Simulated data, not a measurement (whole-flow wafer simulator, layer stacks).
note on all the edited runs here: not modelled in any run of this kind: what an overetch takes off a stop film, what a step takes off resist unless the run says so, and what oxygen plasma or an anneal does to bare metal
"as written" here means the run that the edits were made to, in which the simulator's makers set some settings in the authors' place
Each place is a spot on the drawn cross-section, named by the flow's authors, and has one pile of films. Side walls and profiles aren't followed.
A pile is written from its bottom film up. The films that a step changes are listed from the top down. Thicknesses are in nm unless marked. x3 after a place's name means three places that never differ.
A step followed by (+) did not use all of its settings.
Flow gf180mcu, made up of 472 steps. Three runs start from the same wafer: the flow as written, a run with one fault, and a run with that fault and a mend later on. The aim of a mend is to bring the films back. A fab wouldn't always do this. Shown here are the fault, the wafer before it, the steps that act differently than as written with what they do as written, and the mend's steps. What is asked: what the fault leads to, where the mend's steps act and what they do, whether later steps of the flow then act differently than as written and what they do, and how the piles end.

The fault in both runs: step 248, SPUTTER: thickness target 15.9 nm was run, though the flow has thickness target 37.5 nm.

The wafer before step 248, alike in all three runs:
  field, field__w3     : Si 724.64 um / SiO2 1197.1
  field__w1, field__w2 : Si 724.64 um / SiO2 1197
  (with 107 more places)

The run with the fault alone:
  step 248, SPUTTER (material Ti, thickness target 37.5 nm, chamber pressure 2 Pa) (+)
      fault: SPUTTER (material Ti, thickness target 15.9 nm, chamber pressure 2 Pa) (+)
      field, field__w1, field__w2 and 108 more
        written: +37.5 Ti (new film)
        fault: +15.9 Ti (new film)
  Later steps of the flow acting differently than as written:
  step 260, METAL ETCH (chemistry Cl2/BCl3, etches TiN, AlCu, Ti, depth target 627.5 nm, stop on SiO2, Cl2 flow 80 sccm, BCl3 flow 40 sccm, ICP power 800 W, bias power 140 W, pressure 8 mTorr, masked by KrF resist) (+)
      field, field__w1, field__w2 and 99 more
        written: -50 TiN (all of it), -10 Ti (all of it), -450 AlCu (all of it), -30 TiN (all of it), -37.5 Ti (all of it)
        fault: -50 TiN (all of it), -10 Ti (all of it), -450 AlCu (all of it), -30 TiN (all of it), -15.9 Ti (all of it)
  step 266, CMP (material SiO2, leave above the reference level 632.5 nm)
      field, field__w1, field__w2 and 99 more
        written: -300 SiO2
        fault: -321.6 SiO2
  By the end, the piles at field__w8, contact, m1 and 6 more depart from the flow's by more than 2% or 0.5 nm, whichever is larger.
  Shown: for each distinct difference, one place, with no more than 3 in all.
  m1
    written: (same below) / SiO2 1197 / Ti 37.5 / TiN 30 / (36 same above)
    fault: (same below) / SiO2 1197 / Ti 15.9 / TiN 30 / (36 same above)
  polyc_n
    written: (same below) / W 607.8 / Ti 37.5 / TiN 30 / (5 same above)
    fault: (same below) / W 607.8 / Ti 15.9 / TiN 30 / (5 same above)
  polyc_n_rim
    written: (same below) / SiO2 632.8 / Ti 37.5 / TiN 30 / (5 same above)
    fault: (same below) / SiO2 632.8 / Ti 15.9 / TiN 30 / (5 same above)

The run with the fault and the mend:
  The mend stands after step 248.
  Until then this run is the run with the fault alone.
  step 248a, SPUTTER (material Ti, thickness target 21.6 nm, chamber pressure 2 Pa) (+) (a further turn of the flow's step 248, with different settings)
      field, field__w1, field__w2 and 108 more
        +21.6 Ti
  Every later step of the flow that is run acts as written at every place that is followed.
  The piles end the same as the flow's at every place that both follow.
